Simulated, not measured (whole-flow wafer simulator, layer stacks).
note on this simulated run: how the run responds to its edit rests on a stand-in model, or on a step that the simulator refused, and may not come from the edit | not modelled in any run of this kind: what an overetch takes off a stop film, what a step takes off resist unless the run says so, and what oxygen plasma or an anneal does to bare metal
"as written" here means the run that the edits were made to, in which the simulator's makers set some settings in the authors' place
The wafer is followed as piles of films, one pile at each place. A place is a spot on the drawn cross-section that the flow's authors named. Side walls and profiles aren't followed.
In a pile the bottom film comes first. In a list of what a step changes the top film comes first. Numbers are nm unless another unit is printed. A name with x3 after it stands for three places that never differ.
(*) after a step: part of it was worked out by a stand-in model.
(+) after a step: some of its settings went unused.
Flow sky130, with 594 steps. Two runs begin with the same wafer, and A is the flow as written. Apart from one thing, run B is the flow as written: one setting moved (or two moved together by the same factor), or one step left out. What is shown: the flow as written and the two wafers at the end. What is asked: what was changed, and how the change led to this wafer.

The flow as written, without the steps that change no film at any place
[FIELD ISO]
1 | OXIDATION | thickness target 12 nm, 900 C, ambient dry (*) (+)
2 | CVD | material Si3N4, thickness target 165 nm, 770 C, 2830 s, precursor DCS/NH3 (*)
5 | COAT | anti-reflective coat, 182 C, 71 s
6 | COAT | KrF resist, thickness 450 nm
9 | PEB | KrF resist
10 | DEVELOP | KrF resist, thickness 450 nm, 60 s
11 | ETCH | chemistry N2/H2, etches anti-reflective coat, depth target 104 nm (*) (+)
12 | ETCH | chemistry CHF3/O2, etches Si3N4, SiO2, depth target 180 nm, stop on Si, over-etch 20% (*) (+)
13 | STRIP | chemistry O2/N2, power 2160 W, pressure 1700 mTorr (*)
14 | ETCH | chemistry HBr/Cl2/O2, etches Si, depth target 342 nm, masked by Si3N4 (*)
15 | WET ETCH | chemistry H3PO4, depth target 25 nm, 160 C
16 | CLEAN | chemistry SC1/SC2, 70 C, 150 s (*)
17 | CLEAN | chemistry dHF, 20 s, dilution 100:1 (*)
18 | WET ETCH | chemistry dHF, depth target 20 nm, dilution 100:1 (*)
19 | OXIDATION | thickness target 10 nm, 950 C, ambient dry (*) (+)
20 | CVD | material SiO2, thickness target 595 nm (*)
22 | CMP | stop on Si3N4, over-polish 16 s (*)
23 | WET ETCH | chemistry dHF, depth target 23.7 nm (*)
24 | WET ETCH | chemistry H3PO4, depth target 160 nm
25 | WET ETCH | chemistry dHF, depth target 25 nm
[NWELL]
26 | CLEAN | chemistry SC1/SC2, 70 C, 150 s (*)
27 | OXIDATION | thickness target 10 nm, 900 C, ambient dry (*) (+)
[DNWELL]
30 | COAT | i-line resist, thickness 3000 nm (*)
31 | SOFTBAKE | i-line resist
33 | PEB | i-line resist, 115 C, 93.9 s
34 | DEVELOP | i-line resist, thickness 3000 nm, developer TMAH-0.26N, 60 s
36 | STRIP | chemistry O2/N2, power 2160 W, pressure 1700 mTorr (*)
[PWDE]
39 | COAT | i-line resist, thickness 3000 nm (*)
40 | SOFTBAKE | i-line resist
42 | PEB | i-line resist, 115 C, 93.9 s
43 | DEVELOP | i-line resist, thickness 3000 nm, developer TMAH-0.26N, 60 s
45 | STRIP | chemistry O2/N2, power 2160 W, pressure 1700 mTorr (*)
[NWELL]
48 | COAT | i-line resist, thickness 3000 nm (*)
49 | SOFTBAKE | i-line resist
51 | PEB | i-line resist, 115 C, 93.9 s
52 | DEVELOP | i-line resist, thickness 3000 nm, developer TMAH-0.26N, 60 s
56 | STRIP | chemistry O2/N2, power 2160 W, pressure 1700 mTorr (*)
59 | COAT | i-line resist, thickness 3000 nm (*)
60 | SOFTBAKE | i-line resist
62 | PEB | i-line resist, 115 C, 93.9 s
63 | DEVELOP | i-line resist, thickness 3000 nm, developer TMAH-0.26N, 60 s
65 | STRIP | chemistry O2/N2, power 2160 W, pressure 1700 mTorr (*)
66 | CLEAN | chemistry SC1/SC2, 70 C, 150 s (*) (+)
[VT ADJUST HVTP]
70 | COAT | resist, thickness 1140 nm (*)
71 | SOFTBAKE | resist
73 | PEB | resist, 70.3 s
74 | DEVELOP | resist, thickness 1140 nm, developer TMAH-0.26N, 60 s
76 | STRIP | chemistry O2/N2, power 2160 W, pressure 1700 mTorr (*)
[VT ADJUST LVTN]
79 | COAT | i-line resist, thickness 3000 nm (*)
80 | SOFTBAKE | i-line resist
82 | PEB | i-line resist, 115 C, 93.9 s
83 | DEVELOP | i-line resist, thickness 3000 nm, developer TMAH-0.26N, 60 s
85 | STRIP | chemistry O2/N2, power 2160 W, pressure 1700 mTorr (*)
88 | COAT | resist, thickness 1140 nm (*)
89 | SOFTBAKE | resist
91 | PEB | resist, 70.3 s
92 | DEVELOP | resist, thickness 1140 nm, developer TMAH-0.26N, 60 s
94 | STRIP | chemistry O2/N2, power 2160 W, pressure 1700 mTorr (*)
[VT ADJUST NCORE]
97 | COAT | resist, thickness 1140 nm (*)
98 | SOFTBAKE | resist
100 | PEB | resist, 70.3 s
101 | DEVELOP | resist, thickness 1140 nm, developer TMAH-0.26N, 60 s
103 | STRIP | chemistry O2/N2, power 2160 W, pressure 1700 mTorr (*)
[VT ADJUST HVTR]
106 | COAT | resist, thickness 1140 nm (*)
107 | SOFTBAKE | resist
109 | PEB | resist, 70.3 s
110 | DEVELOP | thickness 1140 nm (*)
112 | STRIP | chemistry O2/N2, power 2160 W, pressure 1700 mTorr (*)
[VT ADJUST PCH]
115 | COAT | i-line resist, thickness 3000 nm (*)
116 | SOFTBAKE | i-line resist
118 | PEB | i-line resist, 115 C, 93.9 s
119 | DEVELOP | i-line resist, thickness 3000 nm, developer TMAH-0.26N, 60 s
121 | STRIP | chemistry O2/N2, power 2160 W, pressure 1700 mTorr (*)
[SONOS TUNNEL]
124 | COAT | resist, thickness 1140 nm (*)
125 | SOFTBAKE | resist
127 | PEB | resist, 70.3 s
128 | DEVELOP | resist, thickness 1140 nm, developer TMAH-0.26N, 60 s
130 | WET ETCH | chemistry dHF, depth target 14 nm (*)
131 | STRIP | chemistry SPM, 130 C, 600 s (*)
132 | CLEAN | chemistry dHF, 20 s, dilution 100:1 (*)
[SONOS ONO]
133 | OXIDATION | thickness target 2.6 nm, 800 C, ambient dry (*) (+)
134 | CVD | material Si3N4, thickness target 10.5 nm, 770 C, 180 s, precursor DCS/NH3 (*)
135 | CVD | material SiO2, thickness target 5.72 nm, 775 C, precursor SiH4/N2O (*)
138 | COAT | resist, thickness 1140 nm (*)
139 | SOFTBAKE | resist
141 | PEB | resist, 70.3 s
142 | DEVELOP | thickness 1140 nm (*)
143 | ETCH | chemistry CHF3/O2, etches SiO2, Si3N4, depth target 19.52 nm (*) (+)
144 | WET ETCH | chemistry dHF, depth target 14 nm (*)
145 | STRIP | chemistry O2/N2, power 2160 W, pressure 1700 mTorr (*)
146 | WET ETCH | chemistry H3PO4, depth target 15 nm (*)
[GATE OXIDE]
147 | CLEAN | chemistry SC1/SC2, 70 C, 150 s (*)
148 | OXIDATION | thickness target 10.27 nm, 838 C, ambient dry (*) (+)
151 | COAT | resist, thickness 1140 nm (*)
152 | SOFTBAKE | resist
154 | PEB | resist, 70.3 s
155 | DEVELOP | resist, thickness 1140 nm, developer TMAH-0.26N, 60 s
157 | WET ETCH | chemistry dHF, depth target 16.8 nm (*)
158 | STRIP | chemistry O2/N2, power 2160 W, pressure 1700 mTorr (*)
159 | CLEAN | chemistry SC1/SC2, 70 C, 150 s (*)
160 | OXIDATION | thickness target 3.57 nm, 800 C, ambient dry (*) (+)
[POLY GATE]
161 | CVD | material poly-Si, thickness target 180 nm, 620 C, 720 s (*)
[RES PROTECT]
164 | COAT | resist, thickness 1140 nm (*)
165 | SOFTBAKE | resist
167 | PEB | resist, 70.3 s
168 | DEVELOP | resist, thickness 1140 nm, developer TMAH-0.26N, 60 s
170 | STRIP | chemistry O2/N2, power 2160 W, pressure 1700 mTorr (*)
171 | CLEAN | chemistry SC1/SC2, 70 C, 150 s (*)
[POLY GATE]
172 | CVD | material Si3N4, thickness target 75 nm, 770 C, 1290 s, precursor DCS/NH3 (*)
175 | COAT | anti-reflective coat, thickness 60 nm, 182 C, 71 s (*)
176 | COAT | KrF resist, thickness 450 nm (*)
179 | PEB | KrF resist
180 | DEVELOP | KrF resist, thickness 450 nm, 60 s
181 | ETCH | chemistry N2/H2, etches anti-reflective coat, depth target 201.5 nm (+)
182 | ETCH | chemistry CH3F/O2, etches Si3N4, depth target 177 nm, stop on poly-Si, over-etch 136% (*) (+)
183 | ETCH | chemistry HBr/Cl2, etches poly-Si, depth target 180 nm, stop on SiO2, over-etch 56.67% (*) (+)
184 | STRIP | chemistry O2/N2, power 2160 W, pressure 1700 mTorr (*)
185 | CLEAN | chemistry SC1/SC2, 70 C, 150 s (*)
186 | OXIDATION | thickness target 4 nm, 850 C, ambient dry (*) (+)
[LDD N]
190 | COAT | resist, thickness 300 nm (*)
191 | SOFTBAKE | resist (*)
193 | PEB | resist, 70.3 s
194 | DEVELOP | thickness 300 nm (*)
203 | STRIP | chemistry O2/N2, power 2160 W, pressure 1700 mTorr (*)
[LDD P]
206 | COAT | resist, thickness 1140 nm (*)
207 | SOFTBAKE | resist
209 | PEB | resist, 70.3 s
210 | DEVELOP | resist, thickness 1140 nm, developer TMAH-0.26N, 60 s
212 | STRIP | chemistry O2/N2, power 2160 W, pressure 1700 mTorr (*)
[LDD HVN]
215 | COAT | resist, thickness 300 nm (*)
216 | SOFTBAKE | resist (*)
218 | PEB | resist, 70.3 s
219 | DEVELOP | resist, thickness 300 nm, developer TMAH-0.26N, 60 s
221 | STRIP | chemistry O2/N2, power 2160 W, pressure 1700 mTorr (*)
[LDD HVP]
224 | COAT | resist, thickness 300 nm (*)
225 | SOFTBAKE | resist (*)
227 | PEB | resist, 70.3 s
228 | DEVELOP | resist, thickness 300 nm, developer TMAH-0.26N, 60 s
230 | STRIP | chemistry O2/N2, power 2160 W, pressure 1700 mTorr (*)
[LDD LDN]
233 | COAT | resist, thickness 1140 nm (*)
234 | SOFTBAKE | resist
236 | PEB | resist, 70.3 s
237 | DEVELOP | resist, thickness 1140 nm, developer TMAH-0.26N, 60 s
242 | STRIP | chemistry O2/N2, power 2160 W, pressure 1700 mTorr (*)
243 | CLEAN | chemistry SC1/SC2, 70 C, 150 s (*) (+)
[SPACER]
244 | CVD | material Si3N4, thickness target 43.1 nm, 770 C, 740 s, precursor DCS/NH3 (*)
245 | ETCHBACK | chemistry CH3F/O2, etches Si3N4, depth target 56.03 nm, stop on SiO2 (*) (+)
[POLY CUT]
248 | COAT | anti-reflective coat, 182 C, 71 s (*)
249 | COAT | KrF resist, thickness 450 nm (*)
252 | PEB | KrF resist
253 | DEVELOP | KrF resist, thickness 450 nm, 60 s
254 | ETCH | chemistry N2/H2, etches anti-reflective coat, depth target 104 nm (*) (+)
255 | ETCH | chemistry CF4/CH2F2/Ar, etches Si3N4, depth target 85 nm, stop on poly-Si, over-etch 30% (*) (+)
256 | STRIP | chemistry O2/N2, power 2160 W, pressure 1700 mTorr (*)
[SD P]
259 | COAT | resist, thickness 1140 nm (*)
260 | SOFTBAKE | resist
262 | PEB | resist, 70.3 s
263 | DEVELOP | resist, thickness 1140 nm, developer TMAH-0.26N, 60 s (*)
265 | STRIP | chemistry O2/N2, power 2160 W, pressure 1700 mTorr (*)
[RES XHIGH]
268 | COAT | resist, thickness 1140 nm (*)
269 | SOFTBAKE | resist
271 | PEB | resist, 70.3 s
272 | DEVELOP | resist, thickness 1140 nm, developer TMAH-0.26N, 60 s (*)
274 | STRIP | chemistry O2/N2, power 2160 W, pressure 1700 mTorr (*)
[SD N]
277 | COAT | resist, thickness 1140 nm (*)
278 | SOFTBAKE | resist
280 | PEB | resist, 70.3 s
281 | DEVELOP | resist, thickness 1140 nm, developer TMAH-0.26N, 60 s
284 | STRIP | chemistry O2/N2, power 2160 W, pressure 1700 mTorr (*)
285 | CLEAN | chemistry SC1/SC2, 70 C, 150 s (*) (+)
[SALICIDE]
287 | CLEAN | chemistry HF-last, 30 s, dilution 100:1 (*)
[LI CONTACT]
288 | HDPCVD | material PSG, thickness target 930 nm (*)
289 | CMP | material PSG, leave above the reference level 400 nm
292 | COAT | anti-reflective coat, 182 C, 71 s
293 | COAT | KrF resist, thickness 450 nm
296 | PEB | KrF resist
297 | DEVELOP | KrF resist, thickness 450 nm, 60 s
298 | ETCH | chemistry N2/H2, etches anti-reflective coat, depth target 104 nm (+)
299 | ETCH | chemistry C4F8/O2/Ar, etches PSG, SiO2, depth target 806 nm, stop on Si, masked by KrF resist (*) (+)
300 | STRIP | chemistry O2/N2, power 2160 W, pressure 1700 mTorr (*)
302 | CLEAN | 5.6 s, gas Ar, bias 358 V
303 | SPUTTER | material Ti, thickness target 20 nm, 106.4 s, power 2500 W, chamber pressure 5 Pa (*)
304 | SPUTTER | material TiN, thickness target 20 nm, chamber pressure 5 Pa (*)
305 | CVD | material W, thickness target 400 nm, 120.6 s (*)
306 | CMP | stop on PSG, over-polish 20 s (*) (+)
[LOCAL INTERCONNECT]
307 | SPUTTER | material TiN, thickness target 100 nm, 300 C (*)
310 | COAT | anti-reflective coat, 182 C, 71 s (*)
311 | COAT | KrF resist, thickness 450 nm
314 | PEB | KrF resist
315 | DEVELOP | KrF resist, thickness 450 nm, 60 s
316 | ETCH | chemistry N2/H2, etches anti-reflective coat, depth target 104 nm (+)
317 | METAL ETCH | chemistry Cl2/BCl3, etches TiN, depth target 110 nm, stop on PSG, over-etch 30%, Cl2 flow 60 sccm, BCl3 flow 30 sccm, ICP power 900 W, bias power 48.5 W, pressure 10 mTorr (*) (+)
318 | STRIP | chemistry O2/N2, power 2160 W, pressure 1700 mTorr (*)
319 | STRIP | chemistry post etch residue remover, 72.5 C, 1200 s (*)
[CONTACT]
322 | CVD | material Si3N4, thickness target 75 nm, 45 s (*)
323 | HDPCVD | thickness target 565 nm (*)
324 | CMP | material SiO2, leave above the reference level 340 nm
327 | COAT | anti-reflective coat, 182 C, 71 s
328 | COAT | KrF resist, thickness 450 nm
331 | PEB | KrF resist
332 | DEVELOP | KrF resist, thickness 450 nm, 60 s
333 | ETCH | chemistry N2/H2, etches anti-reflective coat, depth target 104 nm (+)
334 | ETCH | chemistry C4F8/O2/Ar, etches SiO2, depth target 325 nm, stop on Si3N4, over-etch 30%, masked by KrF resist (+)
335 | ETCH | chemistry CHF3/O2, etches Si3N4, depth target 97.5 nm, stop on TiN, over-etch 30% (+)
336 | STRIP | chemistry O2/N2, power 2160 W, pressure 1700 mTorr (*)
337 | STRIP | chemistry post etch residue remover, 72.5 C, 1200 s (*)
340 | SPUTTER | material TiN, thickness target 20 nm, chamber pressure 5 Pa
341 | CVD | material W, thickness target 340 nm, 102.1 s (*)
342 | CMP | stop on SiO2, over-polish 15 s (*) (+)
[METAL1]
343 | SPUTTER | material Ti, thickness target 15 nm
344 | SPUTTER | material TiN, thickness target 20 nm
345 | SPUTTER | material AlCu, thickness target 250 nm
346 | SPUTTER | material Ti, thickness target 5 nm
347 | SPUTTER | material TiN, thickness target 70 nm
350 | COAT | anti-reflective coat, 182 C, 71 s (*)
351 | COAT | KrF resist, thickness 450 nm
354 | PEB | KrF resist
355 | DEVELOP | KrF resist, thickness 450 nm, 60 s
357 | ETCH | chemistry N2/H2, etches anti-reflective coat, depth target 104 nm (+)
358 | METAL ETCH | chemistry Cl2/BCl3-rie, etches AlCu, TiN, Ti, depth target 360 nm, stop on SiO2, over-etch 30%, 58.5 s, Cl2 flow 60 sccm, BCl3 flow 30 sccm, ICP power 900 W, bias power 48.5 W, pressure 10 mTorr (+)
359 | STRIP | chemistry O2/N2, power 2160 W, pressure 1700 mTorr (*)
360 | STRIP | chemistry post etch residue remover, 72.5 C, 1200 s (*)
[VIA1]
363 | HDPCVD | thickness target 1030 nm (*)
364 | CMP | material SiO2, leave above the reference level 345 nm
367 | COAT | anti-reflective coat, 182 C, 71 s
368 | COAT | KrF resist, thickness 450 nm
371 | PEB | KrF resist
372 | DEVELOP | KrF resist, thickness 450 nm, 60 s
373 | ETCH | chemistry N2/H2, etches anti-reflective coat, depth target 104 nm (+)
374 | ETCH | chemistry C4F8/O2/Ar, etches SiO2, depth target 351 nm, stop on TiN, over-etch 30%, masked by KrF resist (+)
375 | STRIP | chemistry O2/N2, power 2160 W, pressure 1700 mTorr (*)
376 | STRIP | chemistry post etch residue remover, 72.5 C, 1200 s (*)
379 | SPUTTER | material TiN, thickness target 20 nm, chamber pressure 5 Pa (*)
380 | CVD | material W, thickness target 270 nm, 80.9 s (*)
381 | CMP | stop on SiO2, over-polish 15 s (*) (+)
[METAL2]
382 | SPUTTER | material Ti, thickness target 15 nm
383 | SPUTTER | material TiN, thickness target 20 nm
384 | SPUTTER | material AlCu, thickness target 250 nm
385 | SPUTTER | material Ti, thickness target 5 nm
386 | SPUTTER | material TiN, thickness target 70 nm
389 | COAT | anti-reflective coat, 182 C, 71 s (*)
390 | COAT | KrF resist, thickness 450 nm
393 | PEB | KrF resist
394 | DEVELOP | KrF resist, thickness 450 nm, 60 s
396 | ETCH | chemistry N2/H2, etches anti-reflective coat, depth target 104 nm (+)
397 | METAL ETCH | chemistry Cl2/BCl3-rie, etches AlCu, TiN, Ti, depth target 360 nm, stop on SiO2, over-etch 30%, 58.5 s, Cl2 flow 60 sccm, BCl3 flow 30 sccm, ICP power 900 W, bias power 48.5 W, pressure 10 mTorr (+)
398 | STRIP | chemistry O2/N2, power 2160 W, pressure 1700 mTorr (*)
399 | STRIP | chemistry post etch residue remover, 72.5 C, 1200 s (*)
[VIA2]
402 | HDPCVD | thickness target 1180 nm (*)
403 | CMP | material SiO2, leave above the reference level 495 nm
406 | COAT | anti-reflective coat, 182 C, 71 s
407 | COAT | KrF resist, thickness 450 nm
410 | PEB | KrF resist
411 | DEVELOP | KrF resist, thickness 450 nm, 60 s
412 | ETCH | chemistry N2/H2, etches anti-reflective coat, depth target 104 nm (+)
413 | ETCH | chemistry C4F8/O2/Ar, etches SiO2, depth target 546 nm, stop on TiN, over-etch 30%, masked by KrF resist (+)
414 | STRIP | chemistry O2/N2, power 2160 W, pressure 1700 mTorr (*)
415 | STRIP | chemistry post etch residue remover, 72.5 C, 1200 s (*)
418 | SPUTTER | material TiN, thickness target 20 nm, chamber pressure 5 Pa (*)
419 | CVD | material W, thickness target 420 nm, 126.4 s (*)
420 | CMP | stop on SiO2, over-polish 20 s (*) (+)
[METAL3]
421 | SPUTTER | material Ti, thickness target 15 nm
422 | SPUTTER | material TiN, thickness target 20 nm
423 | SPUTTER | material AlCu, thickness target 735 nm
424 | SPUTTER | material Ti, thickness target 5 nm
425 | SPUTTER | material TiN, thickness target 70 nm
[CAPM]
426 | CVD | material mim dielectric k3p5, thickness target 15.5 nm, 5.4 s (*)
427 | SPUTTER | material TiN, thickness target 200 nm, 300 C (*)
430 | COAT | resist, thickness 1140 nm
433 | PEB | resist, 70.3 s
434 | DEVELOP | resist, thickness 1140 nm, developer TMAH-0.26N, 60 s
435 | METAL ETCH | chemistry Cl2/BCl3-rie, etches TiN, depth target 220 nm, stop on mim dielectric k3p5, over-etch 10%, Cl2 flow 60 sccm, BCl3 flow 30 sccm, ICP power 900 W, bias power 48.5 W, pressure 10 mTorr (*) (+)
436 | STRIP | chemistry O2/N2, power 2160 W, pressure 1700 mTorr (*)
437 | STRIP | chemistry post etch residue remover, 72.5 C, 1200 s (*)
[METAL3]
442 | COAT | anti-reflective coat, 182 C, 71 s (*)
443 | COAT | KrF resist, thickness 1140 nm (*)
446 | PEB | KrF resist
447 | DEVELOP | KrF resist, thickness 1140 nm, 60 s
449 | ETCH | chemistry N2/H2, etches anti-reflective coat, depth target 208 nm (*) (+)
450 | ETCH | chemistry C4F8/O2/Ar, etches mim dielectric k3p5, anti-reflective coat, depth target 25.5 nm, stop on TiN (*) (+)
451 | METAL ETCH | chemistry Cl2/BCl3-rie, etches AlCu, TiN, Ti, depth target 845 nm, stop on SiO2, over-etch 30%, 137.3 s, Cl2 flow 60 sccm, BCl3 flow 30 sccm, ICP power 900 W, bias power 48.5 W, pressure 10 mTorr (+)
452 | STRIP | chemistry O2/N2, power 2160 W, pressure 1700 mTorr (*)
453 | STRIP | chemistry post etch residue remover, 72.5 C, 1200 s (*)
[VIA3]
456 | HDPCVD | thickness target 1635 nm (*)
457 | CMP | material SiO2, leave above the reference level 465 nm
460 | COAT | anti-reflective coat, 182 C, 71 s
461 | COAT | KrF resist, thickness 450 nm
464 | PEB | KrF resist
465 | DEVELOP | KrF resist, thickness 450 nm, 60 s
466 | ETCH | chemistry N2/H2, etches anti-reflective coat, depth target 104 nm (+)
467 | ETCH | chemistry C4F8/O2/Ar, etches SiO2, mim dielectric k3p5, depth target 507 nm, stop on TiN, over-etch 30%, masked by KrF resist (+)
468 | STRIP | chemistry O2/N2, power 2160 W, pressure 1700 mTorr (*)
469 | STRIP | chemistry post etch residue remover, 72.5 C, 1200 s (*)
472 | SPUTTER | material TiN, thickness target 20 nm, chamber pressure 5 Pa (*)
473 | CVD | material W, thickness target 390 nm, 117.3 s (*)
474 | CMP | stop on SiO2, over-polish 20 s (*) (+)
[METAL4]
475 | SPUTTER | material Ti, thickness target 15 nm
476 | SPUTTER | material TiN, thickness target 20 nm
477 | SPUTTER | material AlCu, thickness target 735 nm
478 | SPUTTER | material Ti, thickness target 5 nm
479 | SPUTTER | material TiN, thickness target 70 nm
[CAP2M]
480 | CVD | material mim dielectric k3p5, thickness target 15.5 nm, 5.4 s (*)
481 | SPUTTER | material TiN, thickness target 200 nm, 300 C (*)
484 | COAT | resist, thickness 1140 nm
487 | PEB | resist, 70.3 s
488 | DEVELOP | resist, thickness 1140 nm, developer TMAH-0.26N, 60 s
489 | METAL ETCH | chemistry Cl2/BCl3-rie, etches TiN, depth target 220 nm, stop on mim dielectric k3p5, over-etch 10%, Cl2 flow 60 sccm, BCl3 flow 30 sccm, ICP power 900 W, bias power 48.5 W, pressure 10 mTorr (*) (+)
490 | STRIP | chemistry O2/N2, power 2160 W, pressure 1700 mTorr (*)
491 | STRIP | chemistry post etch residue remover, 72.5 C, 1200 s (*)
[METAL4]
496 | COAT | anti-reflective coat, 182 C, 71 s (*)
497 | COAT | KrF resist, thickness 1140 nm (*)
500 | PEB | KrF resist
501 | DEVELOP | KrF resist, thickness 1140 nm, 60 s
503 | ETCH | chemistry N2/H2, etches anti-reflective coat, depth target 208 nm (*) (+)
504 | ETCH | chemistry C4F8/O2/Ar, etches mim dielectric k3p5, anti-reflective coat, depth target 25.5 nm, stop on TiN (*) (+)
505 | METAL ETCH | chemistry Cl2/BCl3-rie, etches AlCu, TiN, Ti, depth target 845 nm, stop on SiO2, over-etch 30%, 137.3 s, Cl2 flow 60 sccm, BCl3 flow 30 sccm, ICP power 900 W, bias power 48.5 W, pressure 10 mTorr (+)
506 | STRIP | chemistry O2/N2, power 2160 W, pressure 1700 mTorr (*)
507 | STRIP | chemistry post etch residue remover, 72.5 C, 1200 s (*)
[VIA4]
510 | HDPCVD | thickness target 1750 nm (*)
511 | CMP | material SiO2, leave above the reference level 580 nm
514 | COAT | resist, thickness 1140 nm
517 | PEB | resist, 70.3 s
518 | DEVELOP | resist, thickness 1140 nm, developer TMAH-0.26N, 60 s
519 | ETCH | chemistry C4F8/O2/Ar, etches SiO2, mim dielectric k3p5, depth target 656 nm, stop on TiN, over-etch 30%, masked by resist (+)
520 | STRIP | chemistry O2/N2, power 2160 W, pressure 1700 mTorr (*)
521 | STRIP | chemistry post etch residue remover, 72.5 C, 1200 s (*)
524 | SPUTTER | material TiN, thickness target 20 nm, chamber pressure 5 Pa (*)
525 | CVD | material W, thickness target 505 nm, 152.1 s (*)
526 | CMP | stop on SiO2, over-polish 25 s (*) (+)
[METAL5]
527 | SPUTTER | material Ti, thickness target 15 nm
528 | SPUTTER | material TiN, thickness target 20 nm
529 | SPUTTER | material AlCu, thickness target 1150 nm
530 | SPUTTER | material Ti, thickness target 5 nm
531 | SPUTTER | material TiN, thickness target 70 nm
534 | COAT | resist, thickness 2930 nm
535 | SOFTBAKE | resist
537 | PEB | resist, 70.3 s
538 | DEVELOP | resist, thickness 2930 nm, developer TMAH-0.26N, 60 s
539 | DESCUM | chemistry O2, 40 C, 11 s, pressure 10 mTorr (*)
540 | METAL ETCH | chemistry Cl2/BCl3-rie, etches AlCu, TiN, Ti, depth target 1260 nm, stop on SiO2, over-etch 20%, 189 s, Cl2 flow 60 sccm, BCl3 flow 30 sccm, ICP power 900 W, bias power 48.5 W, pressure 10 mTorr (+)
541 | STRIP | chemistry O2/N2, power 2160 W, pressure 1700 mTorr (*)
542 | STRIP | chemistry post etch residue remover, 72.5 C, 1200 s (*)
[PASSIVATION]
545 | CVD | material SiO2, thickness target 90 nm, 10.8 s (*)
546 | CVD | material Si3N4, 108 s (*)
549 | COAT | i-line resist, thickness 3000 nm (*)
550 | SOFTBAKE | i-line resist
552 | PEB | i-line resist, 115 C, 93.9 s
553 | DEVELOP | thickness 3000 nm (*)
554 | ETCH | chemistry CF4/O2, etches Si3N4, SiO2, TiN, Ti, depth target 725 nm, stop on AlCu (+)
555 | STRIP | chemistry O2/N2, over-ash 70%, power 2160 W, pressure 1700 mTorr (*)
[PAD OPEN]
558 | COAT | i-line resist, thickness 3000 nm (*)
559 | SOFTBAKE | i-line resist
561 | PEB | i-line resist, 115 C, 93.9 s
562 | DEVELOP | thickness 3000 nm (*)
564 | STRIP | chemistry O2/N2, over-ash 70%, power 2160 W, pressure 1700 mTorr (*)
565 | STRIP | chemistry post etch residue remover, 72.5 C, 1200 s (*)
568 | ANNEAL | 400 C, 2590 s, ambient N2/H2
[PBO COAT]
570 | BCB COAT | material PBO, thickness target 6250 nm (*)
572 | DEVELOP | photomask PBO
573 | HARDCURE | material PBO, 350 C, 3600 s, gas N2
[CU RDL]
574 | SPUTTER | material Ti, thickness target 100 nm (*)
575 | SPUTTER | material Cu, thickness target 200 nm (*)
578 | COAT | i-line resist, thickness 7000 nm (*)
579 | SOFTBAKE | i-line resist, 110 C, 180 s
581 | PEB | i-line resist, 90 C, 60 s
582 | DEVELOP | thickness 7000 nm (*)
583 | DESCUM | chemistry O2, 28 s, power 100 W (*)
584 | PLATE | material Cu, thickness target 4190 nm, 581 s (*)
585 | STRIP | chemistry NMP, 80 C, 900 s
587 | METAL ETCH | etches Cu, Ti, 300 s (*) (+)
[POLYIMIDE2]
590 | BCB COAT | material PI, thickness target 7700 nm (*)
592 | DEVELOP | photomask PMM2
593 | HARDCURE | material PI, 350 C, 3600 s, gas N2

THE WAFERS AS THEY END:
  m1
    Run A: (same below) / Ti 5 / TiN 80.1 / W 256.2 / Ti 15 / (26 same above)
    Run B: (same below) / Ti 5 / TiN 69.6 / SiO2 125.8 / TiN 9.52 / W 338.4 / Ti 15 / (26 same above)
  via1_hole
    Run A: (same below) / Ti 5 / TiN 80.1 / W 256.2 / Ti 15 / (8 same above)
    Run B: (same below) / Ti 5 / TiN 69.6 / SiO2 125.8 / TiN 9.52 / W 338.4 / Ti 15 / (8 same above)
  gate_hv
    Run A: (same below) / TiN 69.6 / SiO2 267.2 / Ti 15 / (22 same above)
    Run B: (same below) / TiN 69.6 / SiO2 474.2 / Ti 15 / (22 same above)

What caused this: step 364, CMP: leave above the reference level 552 nm was run, while the flow as written has leave above the reference level 345 nm.

How this came from the change, step by step:
  364 | CMP | material SiO2, leave above the reference level 345 nm
      n_well, p_well, gate_hv and 100 more: A SiO2 loses 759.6 | B SiO2 loses 552.6
      field, active, gate and 81 more: A SiO2 loses 389.1 | B SiO2 loses 182.1
      (also at 4 further places)
  374 | ETCH | chemistry C4F8/O2/Ar, etches SiO2, depth target 351 nm, stop on TiN, over-etch 30%, masked by KrF resist (+)
      m1, via1_hole: A SiO2 loses 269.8 (all of it) | B SiO2 loses 351
  379 | SPUTTER | material TiN, thickness target 20 nm, chamber pressure 5 Pa (*)
      m1: A TiN gains 11 | B TiN gains 9.52 (new film)
      via1_hole: A TiN gains 10.9 | B TiN gains 9.52 (new film)
  380 | CVD | material W, thickness target 270 nm, 80.9 s (*)
      m1, via1_hole: A W gains 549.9 (new film) | B W gains 632.1 (new film)
With metal films that touch counted as one body, m1 has 3 bodies (between them, from the top down: SiO2 125.8; SiO2 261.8 / Si3N4 75); the flow as written gives 2 bodies (between them, from the top down: SiO2 261.8 / Si3N4 75).
With metal films that touch counted as one body, via1_hole has 2 bodies (between them, from the top down: SiO2 125.8); the flow as written gives 1 body.
